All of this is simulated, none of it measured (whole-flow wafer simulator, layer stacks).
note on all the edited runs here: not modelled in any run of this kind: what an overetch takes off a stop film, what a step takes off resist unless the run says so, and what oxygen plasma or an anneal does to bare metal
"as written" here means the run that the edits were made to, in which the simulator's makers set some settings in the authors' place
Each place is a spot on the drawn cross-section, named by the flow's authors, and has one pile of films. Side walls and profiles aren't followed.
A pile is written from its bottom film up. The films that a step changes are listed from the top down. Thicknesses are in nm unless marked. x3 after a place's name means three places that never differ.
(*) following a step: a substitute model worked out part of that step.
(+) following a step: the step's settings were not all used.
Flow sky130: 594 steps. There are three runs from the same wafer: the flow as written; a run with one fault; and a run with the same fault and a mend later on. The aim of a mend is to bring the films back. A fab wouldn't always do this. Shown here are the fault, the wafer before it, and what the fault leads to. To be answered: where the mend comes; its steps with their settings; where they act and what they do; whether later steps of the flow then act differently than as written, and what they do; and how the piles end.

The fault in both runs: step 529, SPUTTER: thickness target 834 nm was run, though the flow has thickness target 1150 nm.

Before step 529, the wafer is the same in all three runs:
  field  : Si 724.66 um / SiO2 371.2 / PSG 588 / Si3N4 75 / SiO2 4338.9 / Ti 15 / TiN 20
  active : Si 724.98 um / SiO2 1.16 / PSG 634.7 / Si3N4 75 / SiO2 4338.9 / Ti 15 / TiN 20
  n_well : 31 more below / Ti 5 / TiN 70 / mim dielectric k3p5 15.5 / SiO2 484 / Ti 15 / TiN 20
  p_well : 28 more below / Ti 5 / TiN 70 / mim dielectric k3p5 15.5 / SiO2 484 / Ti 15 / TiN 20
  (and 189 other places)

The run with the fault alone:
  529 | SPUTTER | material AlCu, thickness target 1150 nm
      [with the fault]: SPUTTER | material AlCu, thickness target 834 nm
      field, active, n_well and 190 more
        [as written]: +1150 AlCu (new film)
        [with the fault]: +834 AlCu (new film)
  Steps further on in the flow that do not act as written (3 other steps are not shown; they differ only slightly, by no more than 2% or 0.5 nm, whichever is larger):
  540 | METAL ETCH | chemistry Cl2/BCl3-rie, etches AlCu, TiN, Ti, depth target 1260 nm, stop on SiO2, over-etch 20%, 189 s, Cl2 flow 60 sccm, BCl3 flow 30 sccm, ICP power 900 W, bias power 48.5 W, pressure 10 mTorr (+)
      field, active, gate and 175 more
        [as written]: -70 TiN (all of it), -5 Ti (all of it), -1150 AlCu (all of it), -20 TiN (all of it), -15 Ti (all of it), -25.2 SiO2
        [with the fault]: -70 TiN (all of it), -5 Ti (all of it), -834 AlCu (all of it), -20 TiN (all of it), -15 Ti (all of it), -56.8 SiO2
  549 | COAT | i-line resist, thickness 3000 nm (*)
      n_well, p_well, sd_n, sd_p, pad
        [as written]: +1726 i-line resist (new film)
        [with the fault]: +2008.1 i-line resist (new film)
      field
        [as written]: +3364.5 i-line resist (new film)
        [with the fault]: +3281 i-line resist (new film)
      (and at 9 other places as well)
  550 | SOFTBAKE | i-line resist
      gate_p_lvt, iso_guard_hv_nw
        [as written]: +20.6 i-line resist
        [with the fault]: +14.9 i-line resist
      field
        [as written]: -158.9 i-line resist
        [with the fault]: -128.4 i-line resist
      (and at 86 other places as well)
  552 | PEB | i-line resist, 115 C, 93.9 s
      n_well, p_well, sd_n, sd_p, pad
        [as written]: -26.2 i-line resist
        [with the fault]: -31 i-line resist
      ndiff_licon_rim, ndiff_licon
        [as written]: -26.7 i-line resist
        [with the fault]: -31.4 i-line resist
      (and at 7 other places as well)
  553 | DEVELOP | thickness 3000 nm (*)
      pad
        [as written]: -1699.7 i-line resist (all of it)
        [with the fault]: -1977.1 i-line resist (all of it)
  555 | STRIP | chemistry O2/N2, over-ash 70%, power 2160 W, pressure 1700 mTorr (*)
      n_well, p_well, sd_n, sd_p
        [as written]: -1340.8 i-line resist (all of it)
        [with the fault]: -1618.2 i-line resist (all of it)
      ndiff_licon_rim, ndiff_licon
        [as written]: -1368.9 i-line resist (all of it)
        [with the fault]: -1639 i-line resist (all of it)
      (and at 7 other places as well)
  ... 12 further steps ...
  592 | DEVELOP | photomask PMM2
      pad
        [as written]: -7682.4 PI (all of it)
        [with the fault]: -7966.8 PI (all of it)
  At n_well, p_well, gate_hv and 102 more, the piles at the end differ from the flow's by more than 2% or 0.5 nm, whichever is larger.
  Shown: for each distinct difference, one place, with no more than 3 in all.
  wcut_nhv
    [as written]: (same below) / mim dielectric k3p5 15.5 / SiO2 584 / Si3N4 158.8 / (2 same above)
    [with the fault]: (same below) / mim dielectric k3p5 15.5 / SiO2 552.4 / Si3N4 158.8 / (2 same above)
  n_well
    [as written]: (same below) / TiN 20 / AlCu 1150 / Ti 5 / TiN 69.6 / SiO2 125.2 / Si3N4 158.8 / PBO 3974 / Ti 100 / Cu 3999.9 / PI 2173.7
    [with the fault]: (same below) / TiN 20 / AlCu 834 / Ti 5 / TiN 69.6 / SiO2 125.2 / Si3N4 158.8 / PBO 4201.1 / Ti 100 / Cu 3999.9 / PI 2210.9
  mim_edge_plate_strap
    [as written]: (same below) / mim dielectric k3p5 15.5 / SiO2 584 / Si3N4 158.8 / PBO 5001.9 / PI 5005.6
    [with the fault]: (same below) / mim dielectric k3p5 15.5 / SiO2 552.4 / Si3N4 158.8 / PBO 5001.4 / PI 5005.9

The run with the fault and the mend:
  The mend stands after step 529.
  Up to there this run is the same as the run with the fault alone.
  529a | SPUTTER | material AlCu, thickness target 316 nm (the flow's step 529 again, with other settings)
      field, active, n_well and 190 more
        +316 AlCu
  Every later step of the flow that is run acts as written at every place that is followed.
  The piles end the same as the flow's at every place that both follow.
